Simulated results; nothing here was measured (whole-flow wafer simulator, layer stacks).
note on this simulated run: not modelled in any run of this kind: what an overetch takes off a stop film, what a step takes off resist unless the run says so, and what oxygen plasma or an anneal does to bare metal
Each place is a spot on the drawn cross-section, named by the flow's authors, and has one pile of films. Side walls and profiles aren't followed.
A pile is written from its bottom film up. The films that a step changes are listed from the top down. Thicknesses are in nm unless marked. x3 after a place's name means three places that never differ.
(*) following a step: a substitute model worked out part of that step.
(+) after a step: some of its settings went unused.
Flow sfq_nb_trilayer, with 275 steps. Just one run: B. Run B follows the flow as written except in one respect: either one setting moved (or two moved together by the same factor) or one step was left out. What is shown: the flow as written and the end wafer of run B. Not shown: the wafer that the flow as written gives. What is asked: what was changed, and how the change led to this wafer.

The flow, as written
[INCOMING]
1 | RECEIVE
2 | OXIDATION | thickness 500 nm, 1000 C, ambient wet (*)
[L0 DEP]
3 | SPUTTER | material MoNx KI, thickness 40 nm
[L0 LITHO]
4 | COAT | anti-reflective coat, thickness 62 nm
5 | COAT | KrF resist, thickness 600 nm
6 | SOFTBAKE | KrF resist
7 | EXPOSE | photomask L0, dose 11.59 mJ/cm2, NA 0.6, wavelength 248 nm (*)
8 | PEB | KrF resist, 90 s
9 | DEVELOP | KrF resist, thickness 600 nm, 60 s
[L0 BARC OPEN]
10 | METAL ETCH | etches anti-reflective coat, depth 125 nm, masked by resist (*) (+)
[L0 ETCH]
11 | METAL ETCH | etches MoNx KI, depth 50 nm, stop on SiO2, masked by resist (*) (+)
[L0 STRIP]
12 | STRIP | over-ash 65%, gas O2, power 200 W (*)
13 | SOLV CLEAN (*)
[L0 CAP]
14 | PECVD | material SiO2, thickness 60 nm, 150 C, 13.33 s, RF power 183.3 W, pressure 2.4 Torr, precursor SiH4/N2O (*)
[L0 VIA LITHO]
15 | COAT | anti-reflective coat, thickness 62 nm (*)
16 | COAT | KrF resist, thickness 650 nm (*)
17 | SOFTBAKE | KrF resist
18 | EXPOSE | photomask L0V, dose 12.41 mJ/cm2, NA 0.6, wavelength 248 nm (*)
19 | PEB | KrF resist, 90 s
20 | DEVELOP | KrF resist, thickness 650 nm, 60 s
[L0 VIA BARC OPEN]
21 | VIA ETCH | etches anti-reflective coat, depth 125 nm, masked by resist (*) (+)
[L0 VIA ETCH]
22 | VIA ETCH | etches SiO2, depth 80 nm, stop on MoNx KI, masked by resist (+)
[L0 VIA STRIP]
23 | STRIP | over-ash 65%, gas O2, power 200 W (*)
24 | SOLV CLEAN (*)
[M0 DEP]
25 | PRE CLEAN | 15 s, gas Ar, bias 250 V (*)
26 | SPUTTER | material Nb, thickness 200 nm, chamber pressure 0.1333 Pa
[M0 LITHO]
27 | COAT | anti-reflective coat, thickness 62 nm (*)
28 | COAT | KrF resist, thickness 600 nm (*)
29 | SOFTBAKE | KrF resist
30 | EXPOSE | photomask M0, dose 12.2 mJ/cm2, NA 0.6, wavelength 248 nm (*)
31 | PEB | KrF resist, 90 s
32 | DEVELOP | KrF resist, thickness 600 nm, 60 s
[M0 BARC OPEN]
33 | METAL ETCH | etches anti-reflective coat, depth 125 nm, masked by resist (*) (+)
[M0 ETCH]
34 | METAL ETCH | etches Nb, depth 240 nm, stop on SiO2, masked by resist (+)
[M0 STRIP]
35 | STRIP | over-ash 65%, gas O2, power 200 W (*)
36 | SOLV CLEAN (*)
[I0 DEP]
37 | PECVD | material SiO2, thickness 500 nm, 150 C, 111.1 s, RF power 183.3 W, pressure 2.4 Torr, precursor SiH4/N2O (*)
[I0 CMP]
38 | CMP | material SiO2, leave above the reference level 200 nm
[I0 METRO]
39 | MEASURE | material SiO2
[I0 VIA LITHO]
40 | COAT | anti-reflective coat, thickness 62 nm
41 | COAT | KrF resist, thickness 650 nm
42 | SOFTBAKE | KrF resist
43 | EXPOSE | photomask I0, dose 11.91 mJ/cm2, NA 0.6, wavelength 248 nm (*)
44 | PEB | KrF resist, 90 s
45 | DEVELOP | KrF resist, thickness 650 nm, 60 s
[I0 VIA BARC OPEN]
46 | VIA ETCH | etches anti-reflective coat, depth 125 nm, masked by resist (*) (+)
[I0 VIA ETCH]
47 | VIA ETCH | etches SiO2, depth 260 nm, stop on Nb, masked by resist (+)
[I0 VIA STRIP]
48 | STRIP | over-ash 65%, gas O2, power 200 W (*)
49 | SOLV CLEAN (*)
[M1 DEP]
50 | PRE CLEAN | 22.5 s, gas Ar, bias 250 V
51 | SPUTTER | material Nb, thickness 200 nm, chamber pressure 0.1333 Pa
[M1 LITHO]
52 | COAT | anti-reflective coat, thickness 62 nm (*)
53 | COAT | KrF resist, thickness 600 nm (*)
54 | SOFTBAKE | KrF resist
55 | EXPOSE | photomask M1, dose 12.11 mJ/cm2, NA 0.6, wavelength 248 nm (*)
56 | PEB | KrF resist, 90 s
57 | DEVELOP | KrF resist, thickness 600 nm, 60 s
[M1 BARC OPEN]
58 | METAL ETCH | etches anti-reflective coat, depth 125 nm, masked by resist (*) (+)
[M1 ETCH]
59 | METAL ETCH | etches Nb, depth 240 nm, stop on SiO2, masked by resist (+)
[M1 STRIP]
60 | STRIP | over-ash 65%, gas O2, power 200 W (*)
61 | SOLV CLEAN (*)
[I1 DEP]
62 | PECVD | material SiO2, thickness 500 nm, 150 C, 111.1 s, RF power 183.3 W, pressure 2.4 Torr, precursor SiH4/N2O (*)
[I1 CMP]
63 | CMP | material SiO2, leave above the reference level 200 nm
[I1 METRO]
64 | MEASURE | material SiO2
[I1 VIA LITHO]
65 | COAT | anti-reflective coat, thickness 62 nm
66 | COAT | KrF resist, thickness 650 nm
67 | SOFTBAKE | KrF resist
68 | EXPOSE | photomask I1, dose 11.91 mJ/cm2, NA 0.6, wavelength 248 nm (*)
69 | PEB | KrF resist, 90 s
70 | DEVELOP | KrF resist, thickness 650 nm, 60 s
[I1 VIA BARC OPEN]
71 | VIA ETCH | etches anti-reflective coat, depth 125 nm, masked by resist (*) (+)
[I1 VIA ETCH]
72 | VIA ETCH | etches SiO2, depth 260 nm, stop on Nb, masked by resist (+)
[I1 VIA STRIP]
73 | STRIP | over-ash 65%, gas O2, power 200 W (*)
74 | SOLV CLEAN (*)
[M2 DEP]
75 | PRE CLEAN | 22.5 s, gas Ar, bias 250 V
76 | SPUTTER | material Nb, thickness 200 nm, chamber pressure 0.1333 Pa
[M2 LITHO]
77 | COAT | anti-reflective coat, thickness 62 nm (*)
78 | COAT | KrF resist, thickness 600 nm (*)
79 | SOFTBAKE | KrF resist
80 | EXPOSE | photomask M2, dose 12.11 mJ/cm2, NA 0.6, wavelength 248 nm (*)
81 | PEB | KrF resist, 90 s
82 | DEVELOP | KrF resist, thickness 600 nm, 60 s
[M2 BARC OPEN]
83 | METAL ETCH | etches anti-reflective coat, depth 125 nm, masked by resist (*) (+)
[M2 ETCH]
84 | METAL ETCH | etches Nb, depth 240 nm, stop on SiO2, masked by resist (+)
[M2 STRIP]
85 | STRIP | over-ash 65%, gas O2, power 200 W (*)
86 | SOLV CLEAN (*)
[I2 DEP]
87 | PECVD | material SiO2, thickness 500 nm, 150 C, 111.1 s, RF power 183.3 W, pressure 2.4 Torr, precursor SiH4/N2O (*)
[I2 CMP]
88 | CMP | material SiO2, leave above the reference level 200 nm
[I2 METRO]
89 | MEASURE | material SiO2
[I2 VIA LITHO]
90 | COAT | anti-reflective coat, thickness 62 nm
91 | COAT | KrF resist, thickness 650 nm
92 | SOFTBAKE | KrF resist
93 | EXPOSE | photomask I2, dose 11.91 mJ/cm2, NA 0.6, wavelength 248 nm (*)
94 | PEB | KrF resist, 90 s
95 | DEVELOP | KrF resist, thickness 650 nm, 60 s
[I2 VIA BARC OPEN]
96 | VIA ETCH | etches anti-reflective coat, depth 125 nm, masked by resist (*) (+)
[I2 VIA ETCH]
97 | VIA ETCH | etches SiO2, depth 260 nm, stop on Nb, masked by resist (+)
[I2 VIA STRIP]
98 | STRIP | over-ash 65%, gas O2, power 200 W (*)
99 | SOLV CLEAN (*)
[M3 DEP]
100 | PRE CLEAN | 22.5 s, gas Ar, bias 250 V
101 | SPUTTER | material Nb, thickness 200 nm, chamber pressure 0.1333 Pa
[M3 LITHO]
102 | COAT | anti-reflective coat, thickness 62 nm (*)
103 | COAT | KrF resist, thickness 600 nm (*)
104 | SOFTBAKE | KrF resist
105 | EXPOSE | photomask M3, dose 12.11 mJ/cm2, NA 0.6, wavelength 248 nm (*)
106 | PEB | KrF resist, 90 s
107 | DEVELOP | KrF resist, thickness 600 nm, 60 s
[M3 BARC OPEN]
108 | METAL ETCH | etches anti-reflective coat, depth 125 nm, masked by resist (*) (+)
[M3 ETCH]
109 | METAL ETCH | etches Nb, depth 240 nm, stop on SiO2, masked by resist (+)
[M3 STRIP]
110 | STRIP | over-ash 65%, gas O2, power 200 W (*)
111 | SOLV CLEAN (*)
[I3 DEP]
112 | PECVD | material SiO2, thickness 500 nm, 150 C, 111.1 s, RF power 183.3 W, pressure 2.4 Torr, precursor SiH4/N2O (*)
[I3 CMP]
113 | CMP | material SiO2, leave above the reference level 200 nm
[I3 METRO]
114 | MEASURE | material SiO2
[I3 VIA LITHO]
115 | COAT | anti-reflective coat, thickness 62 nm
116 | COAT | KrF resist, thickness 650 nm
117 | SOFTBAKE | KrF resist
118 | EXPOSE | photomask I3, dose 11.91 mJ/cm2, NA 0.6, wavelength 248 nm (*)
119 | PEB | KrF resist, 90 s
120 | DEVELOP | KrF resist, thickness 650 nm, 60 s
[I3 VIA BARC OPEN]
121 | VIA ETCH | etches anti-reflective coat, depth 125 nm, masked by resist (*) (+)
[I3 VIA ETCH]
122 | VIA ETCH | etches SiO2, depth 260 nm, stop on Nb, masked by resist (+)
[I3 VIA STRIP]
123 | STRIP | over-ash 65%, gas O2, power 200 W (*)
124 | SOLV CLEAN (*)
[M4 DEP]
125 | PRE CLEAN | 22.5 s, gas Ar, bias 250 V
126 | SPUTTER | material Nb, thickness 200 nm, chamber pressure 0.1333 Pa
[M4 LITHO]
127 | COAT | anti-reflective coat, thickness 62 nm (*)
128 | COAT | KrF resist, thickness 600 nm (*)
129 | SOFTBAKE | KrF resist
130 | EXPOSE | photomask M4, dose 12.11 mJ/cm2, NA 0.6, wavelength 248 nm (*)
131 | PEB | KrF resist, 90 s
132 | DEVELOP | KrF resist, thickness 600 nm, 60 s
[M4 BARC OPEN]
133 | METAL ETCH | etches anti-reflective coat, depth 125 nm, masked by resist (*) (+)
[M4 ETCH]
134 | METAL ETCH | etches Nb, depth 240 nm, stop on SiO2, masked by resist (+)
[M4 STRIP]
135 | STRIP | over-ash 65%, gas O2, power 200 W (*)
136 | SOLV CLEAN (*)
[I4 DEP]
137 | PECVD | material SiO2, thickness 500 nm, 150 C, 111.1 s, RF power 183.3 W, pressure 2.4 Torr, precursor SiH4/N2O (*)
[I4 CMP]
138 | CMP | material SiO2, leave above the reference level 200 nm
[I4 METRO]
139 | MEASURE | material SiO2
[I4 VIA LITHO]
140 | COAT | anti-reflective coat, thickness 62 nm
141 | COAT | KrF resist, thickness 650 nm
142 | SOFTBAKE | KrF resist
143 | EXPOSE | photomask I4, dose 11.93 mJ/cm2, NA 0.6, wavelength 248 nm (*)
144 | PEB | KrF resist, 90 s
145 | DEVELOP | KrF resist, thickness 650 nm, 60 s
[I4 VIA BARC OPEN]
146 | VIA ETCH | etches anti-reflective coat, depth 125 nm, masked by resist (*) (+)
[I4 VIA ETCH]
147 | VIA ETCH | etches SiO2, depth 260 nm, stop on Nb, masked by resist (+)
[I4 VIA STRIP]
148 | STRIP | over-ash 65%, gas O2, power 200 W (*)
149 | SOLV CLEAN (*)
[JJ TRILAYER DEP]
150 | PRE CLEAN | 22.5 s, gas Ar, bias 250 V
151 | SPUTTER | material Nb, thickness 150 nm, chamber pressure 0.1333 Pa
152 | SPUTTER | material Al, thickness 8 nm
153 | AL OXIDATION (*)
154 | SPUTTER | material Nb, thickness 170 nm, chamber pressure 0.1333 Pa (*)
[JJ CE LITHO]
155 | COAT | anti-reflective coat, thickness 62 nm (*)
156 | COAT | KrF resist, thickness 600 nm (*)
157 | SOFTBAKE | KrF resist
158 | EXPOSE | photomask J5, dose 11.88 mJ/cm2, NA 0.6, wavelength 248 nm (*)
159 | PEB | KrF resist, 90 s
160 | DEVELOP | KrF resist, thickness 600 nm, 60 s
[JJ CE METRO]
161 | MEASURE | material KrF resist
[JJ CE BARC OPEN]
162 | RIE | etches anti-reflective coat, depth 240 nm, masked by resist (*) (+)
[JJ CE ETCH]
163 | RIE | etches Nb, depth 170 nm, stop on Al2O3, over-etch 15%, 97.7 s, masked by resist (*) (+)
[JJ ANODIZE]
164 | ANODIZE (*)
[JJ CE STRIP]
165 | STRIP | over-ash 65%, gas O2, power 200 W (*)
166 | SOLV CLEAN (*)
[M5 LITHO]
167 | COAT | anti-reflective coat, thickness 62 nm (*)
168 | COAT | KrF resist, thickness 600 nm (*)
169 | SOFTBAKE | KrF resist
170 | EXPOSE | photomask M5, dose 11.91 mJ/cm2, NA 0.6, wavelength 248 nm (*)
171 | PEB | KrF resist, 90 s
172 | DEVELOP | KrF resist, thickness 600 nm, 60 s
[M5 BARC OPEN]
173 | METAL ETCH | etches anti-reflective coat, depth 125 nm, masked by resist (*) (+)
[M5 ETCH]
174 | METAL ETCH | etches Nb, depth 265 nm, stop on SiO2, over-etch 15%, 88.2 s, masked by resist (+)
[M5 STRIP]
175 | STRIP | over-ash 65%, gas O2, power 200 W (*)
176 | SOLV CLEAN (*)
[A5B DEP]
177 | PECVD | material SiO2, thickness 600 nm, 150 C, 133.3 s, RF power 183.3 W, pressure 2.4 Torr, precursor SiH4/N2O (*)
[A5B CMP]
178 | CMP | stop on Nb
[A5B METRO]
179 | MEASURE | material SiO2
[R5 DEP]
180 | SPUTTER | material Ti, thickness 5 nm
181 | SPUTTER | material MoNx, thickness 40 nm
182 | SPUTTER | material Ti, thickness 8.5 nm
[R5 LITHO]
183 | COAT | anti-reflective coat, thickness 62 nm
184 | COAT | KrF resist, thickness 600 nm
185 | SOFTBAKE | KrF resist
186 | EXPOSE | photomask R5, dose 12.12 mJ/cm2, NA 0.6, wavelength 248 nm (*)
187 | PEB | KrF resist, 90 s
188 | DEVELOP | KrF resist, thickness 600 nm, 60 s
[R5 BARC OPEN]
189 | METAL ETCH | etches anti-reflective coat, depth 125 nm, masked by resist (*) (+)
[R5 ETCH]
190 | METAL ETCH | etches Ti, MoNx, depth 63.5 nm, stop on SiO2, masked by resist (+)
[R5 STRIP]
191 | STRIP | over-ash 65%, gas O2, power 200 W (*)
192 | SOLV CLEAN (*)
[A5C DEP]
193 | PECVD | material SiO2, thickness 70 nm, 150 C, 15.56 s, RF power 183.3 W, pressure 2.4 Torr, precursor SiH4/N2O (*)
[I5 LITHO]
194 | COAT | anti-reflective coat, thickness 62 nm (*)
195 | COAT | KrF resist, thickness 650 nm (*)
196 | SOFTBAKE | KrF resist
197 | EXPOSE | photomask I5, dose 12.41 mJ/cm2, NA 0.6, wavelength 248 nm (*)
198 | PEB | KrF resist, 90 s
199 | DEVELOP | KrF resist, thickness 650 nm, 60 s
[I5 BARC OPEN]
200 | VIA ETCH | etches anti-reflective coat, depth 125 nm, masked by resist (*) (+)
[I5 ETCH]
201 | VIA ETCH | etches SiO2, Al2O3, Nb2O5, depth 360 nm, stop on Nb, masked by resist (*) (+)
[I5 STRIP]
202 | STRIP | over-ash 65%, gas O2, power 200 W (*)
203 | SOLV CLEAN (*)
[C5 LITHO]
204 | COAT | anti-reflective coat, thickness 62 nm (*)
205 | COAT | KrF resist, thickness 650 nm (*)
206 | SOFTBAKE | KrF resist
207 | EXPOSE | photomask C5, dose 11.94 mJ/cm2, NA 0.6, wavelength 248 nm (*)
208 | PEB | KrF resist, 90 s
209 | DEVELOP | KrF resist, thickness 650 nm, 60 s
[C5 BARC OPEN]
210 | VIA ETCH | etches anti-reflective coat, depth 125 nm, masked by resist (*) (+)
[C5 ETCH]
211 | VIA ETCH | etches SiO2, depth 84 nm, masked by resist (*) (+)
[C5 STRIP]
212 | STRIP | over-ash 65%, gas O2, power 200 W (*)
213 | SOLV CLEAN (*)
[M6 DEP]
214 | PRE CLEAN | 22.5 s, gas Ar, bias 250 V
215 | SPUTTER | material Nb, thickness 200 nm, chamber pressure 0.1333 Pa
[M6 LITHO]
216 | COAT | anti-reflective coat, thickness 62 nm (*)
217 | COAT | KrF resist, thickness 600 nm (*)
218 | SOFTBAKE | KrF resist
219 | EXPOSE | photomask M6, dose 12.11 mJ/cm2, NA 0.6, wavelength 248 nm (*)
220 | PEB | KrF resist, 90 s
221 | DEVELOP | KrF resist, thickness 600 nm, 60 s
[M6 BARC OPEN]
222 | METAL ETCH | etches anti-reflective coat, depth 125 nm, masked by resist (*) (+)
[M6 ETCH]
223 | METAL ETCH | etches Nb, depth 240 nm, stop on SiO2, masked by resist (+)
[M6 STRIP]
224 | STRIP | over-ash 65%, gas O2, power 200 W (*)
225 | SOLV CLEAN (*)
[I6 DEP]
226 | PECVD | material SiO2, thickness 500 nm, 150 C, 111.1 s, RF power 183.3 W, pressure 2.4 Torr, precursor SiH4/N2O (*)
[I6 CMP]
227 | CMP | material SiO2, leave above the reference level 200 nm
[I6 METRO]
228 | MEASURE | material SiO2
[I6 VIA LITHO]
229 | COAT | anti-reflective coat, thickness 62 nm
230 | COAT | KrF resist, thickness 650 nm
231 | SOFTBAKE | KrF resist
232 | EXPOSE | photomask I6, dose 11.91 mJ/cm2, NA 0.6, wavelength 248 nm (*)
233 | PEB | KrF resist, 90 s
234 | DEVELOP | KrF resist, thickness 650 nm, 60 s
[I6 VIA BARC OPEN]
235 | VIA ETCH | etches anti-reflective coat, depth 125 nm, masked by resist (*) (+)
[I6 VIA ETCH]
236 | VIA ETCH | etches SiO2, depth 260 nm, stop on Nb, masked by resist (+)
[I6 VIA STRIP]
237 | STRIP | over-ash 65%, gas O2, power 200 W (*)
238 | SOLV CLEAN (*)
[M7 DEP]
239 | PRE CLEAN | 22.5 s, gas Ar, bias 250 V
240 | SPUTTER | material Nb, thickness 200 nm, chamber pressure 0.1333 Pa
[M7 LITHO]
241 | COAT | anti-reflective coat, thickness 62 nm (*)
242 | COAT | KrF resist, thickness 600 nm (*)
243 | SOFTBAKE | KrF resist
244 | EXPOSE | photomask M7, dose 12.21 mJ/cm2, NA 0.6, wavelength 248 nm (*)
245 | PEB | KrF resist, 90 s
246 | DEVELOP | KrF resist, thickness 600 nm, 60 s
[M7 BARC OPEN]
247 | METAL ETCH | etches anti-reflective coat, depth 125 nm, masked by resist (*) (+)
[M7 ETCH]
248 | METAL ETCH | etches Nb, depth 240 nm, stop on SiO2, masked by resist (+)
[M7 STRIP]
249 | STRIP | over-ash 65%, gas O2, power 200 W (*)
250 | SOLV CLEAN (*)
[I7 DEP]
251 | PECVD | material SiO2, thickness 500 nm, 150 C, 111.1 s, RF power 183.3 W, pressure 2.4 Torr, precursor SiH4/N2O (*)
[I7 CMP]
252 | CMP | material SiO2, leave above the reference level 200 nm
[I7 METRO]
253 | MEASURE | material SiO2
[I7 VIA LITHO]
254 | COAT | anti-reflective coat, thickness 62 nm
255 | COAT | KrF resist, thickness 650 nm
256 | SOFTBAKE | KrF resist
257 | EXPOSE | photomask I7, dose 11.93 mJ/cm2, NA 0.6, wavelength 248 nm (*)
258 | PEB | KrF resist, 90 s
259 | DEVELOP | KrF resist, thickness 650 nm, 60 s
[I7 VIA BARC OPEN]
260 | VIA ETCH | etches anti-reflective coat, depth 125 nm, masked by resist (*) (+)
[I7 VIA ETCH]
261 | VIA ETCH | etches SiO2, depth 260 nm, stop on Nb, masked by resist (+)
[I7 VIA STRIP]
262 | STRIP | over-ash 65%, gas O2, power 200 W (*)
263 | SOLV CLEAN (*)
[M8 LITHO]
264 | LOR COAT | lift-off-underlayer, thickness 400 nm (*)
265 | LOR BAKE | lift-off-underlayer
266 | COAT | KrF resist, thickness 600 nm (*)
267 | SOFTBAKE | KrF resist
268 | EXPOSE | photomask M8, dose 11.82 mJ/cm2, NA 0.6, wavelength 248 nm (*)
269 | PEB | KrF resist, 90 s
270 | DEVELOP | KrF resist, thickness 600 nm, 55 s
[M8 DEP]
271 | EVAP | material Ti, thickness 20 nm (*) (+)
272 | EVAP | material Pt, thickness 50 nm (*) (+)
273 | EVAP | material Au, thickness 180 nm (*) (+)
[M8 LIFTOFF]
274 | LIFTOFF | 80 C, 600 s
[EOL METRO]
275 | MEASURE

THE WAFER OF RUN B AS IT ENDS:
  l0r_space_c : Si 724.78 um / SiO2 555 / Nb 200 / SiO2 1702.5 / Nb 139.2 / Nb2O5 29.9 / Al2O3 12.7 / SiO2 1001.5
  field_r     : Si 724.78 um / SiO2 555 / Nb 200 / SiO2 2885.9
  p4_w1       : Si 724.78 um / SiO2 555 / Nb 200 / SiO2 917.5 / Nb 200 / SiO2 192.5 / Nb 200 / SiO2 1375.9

Cause: step 38, CMP: leave above the reference level 140 nm was run, while the flow as written has leave above the reference level 200 nm.

How this came from the change, step by step:
  38 | CMP | material SiO2, leave above the reference level 200 nm
      v_sur, via_wl, via_w and 94 more: -360 SiO2 (as written it would have been: -300 SiO2)
      field_l, l0_sur, l0r_line_l, l0r_line_c, l0r_line_r: -400 SiO2 (as written it would have been: -340 SiO2)
      (and at 4 other places as well)
  47 | VIA ETCH | etches SiO2, depth 260 nm, stop on Nb, masked by resist (+)
      field_l, v_sur, via_wl and 102 more: -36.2 KrF resist (as written it would have been: -44.8 KrF resist)
      via_w: -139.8 SiO2 (all of it) (as written it would have been: -199.8 SiO2 (all of it))
  51 | SPUTTER | material Nb, thickness 200 nm, chamber pressure 0.1333 Pa
      via_w: +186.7 Nb (as written it would have been: +174.5 Nb)
  52 | COAT | anti-reflective coat, thickness 62 nm (*)
      via_wl: +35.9 anti-reflective coat (new film) (as written it would have been: +33.8 anti-reflective coat (new film))
      via_w: +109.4 anti-reflective coat (new film) (as written it would have been: +123.1 anti-reflective coat (new film))
      (and at 1 other place as well)
  53 | COAT | KrF resist, thickness 600 nm (*)
      via_w: +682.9 KrF resist (new film) (as written it would have been: +731.8 KrF resist (new film))
  60 | STRIP | over-ash 65%, gas O2, power 200 W (*)
      via_wl: -390.7 KrF resist (all of it), -35.9 anti-reflective coat (all of it) (as written it would have been: -385.5 KrF resist (all of it), -33.8 anti-reflective coat (all of it))
      via_w: -465.1 KrF resist (all of it), -109.4 anti-reflective coat (all of it) (as written it would have been: -513.8 KrF resist (all of it), -123.1 anti-reflective coat (all of it))
      (and at 1 other place as well)
  62 | PECVD | material SiO2, thickness 500 nm, 150 C, 111.1 s, RF power 183.3 W, pressure 2.4 Torr, precursor SiH4/N2O (*)
      via_w: +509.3 SiO2 (new film) (as written it would have been: +606 SiO2 (new film))
  63 | CMP | material SiO2, leave above the reference level 200 nm
      via_w: -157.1 SiO2 (as written it would have been: -181.6 SiO2)
